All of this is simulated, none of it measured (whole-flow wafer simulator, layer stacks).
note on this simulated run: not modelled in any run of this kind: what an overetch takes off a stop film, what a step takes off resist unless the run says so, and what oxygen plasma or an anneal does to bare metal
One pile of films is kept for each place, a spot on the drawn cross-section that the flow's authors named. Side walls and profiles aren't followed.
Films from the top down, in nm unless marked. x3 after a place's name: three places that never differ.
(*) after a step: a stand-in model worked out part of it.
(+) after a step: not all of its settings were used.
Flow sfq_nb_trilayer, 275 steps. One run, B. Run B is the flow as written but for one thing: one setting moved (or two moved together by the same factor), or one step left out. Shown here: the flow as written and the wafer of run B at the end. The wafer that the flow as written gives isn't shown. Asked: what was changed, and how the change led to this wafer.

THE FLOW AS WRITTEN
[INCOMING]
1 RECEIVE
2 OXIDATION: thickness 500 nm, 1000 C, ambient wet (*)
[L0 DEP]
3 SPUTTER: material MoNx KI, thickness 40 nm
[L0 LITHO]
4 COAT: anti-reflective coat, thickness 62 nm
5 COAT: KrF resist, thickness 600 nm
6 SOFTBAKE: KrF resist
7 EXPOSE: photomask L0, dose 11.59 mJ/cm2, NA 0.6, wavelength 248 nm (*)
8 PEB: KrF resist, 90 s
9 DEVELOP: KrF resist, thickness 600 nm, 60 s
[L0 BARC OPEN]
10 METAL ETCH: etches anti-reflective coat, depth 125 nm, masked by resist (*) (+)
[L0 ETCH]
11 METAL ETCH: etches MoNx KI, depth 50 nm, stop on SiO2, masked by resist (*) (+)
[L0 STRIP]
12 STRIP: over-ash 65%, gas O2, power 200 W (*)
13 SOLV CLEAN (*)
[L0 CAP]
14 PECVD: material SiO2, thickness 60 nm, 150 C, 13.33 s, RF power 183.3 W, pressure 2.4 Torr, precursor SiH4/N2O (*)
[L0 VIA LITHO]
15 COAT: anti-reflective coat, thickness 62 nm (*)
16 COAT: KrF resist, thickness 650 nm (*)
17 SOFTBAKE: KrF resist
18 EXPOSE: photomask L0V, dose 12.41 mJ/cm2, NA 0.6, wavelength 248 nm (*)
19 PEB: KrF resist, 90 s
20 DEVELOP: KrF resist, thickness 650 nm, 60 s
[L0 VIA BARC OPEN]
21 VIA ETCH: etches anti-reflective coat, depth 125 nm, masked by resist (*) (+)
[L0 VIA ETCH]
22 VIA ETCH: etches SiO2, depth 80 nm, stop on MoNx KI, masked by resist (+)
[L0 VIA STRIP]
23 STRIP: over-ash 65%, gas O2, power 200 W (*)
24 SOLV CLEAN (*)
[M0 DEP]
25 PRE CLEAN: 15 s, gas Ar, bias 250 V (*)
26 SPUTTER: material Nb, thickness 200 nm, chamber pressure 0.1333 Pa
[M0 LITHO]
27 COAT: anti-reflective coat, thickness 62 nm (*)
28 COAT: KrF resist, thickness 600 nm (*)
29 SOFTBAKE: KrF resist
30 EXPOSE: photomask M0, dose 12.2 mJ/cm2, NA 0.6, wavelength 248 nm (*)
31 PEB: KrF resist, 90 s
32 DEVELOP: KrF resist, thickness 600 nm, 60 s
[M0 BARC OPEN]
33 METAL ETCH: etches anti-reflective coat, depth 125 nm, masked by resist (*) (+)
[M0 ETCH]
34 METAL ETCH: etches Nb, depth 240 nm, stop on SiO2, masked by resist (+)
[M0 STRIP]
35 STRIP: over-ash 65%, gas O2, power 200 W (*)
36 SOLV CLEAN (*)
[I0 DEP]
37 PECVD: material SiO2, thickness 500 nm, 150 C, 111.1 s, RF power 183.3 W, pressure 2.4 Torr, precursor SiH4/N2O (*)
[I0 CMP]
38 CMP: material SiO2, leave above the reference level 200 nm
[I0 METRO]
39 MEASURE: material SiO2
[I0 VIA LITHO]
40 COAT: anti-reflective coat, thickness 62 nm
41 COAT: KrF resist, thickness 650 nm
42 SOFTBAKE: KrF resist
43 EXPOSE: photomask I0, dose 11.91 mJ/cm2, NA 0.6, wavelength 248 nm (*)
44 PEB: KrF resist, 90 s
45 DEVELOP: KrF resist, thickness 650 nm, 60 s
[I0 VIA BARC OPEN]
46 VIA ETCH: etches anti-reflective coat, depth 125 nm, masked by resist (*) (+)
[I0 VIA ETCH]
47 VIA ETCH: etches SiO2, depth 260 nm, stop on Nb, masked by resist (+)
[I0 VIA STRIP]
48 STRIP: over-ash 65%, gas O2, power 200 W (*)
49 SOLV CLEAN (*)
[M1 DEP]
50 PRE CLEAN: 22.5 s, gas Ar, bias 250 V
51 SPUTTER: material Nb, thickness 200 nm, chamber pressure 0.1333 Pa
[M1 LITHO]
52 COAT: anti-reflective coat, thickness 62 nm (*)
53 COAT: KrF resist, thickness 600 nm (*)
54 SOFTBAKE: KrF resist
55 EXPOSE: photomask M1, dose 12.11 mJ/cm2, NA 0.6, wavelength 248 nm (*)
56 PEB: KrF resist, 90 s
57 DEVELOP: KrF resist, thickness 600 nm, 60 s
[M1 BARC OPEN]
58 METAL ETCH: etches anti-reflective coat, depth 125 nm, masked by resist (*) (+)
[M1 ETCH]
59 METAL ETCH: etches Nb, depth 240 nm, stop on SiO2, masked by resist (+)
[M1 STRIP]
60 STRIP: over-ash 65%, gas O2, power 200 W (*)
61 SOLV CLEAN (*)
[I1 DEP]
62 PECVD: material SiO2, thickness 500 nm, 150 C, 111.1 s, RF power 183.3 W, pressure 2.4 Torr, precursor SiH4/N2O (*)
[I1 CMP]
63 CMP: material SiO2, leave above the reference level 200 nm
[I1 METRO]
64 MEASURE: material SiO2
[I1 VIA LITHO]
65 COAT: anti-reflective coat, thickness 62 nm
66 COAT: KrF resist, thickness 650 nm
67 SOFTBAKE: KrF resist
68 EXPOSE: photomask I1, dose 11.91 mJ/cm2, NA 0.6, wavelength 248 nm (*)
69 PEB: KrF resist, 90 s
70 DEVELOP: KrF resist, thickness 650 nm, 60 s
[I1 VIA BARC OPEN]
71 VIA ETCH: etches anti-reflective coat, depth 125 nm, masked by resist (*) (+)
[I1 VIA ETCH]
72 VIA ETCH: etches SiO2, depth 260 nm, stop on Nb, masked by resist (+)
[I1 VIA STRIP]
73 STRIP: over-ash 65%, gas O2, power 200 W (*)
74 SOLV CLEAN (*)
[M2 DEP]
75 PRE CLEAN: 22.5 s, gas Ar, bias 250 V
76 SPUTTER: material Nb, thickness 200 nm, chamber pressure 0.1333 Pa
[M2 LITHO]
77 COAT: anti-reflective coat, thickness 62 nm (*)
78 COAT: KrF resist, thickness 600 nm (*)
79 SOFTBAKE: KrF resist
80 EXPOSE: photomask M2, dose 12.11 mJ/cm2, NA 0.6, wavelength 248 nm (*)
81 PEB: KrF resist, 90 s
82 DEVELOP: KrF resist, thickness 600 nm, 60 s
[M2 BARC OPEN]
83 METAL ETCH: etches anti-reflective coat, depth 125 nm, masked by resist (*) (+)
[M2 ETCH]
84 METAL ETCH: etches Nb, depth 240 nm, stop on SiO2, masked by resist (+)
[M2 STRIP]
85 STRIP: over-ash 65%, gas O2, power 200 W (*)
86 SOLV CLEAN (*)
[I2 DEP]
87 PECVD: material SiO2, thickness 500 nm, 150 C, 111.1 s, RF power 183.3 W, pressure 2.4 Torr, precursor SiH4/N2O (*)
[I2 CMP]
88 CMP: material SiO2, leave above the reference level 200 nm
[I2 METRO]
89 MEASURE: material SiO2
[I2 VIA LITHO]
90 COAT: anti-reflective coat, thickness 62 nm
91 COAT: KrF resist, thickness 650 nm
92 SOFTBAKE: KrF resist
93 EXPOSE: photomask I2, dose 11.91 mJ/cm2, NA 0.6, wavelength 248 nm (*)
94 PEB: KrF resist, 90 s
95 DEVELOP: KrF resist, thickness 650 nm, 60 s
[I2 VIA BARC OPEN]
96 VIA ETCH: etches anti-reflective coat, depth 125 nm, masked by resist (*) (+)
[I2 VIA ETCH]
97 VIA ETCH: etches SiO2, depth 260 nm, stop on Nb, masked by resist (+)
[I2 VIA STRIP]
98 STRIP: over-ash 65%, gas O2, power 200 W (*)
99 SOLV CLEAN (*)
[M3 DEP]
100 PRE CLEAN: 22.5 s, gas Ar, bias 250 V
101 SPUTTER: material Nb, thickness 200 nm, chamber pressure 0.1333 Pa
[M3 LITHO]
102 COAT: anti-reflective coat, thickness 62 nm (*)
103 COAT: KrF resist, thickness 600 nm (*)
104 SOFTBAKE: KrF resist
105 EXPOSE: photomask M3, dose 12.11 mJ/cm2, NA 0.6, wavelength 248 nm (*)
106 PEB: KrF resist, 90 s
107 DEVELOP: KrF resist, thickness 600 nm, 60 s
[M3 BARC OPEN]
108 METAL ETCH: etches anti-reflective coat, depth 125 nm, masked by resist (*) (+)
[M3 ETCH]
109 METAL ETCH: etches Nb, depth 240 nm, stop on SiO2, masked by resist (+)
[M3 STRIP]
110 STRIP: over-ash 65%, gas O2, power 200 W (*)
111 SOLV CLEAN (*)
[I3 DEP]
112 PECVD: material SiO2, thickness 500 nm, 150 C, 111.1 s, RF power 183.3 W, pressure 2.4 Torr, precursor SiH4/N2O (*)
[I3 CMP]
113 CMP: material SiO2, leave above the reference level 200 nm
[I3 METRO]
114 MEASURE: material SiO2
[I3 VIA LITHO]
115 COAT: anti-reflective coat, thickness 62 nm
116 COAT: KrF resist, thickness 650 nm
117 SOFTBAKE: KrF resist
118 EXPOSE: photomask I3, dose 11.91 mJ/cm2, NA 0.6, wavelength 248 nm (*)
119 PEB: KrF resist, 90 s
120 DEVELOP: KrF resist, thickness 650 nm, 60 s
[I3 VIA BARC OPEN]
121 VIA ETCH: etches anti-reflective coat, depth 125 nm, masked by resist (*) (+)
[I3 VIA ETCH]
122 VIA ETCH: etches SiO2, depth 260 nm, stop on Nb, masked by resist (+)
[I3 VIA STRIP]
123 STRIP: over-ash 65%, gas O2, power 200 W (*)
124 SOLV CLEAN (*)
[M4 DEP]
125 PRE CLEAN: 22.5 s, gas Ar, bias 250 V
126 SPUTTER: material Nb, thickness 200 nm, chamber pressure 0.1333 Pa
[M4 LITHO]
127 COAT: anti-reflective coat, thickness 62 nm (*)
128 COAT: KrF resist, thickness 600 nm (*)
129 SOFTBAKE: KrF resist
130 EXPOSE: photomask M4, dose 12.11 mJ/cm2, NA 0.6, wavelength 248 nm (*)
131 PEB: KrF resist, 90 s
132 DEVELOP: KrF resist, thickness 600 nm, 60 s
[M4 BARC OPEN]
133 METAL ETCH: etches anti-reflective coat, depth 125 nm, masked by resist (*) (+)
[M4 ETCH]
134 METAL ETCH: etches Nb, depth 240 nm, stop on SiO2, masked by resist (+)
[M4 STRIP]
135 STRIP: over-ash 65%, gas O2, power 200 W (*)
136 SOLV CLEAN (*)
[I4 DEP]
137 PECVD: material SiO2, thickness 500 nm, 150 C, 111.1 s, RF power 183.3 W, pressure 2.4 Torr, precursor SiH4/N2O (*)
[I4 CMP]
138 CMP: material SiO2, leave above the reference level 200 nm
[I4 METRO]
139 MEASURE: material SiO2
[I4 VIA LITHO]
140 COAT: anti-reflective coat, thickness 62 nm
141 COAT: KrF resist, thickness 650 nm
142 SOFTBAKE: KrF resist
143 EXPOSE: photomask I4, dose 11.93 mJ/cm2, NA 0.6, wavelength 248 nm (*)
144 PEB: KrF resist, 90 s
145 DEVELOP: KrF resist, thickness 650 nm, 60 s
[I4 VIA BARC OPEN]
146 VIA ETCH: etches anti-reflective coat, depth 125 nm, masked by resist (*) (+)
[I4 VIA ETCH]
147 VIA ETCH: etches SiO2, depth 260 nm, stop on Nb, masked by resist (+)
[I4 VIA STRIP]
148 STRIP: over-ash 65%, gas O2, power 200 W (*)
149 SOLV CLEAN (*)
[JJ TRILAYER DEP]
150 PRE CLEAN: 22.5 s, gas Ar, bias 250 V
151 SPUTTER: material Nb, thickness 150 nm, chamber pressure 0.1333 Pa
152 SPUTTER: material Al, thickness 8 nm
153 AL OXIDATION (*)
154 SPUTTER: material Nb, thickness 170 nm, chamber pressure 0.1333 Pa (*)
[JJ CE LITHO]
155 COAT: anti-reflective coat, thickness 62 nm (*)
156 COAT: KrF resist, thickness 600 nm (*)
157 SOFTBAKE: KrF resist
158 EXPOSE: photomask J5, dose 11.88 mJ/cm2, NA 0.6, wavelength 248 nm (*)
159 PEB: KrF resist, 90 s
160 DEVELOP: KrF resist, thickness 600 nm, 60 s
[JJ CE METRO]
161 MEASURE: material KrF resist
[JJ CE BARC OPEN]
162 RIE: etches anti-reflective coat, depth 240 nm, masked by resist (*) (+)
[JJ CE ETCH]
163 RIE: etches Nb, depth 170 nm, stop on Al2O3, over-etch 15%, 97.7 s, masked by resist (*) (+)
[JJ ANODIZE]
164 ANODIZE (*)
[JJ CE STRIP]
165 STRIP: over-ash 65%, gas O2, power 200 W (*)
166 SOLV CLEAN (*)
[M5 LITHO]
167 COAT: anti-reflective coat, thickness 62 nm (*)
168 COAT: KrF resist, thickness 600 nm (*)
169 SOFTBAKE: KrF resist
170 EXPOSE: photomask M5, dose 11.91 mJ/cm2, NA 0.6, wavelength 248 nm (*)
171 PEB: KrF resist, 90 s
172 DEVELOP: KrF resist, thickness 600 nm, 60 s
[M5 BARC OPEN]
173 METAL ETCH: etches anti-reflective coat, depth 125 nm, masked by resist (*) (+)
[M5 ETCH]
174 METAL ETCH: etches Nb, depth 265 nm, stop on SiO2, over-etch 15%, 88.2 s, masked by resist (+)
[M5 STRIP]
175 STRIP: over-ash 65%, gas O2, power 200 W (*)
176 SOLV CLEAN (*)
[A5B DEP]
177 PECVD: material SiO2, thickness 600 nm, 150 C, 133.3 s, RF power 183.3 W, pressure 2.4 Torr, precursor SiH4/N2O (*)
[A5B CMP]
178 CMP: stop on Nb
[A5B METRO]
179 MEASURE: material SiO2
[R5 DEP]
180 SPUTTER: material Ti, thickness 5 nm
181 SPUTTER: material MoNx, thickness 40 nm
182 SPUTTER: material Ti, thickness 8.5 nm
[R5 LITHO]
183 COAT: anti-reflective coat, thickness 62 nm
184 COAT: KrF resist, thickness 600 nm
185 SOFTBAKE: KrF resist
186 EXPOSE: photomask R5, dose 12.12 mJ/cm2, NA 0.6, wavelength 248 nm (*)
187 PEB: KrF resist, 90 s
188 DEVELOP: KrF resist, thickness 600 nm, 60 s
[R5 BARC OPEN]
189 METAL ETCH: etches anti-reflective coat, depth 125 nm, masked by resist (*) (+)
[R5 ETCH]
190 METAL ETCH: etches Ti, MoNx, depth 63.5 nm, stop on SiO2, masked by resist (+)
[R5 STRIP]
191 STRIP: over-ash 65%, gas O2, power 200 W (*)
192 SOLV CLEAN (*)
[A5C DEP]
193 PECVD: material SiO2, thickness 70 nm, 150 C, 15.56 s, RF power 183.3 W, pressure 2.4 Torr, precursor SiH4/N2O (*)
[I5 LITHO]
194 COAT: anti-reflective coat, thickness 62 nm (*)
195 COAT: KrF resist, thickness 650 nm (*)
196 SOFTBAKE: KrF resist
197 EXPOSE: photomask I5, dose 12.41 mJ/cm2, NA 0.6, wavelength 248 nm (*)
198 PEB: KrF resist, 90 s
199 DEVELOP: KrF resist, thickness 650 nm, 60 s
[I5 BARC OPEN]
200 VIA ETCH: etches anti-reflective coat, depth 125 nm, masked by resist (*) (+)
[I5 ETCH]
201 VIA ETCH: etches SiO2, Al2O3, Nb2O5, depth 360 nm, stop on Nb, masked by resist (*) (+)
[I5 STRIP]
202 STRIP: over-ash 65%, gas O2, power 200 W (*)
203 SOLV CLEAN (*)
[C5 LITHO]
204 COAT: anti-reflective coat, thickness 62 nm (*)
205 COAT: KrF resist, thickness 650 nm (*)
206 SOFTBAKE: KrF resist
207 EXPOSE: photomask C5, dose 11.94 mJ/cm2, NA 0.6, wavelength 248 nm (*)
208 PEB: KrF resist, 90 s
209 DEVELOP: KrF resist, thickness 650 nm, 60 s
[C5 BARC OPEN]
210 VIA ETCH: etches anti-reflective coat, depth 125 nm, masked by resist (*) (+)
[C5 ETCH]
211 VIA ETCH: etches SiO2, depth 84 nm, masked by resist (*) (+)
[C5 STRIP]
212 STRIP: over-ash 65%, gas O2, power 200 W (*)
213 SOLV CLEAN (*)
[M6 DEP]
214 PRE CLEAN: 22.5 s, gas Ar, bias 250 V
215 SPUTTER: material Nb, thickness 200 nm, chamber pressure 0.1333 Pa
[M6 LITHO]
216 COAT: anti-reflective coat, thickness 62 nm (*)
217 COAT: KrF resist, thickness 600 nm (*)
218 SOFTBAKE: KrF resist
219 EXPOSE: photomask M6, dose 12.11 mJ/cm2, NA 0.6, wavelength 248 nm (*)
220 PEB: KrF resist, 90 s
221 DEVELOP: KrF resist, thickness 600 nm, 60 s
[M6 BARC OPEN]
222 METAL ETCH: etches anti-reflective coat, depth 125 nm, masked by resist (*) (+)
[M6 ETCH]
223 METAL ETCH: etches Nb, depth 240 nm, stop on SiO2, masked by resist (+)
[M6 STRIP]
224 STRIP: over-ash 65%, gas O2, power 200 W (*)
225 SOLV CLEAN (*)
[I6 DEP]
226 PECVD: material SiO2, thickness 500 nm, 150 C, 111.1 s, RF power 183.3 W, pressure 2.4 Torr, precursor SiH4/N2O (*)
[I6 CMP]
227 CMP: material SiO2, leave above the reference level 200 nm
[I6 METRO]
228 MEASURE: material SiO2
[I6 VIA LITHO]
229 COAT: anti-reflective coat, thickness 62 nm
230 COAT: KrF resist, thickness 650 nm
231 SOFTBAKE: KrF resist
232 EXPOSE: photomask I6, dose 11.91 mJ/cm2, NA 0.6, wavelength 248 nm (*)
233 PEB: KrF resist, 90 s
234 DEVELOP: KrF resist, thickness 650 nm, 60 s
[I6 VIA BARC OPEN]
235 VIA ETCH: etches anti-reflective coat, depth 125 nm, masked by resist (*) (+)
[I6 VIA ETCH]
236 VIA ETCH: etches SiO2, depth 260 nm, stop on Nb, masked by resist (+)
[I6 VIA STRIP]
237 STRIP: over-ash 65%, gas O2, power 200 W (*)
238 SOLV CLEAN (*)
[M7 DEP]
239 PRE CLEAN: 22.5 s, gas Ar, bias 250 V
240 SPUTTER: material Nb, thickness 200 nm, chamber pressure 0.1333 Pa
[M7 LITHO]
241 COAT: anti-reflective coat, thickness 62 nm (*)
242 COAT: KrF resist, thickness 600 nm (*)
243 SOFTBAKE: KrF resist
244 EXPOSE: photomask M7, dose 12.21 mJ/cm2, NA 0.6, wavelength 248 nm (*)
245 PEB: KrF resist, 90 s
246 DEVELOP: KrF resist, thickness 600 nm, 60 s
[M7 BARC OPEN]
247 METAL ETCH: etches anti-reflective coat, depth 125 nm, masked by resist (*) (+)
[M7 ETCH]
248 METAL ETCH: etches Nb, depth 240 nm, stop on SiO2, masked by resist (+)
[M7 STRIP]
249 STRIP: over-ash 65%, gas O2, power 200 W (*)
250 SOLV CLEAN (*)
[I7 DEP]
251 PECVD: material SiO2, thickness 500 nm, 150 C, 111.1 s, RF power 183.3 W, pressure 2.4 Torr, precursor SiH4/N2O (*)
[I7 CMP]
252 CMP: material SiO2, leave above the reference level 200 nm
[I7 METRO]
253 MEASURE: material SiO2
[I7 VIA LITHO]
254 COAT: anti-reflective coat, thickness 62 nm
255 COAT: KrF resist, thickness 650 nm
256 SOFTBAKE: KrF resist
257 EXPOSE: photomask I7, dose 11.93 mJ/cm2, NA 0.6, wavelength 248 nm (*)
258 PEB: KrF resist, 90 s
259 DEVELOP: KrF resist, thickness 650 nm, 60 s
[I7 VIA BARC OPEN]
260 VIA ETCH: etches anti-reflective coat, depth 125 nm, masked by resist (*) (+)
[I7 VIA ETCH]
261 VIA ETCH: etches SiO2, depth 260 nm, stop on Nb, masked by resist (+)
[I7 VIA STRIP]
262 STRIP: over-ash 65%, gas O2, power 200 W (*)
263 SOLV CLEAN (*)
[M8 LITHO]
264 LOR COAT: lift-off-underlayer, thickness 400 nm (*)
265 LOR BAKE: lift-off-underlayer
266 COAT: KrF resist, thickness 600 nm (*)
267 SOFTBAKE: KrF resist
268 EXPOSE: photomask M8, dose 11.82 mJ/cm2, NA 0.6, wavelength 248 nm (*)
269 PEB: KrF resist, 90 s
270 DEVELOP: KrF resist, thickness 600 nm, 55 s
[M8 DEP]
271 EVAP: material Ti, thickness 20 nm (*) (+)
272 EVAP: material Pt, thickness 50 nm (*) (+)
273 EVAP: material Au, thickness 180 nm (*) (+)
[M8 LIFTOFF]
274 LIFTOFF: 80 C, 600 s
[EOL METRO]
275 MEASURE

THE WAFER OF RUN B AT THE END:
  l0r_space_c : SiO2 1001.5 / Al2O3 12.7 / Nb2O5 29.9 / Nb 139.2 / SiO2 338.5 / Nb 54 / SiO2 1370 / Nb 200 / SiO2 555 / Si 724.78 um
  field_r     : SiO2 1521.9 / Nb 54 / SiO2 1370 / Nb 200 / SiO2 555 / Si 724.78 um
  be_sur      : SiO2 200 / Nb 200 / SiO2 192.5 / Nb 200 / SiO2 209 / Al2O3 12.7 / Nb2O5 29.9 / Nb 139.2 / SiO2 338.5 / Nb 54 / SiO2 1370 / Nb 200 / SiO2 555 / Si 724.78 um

The cause: step 134, METAL ETCH: depth 146 nm was run, where the flow has depth 240 nm.

How the change led to this, step by step:
  134 METAL ETCH: etches Nb, depth 240 nm, stop on SiO2, masked by resist (+)
      field_l, be, be_sur and 64 more: Nb -146 (as written it would be: Nb -200 (all of it))
      v_sur, via_wl, via_w and 36 more: KrF resist -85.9 (as written it would be: KrF resist -141.2)
  135 STRIP: over-ash 65%, gas O2, power 200 W (*)
      p4_fl x3, p4_w1 x3, p4_g1 x2 and 21 more: KrF resist -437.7 (all of it), anti-reflective coat -62 (all of it) (as written it would be: KrF resist -382.4 (all of it), anti-reflective coat -62 (all of it))
      ln_m5, lsp_m, ln_m6: KrF resist -437.2 (all of it), anti-reflective coat -61.8 (all of it) (as written it would be: KrF resist -381.9 (all of it), anti-reflective coat -61.8 (all of it))
      (and at 7 more places)
  137 PECVD: material SiO2, thickness 500 nm, 150 C, 111.1 s, RF power 183.3 W, pressure 2.4 Torr, precursor SiH4/N2O (*)
      field_l, be, be_sur and 55 more: SiO2 +500 (new film) (as written it would be: SiO2 +500)
      p3_s0, p3_s1, p3_s2, p3_s3, p3_s4, p3_s5: SiO2 +503.1 (new film) (as written it would be: SiO2 +557.1)
      (and at 3 more places)
  138 CMP: material SiO2, leave above the reference level 200 nm
      field_l, be, be_sur and 55 more: SiO2 -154 (as written it would be: SiO2 -100)
      lsp_r, l0_sur, l0v: SiO2 -148.1 (as written it would be: SiO2 -91.9)
Counting metal films that touch as one body, l0r_space_c has 3 bodies (between them, from the top down: SiO2 338.5; SiO2 1370); the flow as written gives 2 bodies (between them, from the top down: SiO2 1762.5).
Counting metal films that touch as one body, field_r has 2 bodies (between them, from the top down: SiO2 1370); the flow as written gives 1 body.
Counting metal films that touch as one body, be_sur has 5 bodies (between them, from the top down: SiO2 192.5; SiO2 209 / Al2O3 12.7 / Nb2O5 29.9; SiO2 338.5; SiO2 1370); the flow as written gives 4 bodies (between them, from the top down: SiO2 192.5; SiO2 209 / Al2O3 12.7 / Nb2O5 29.9; SiO2 1762.5).
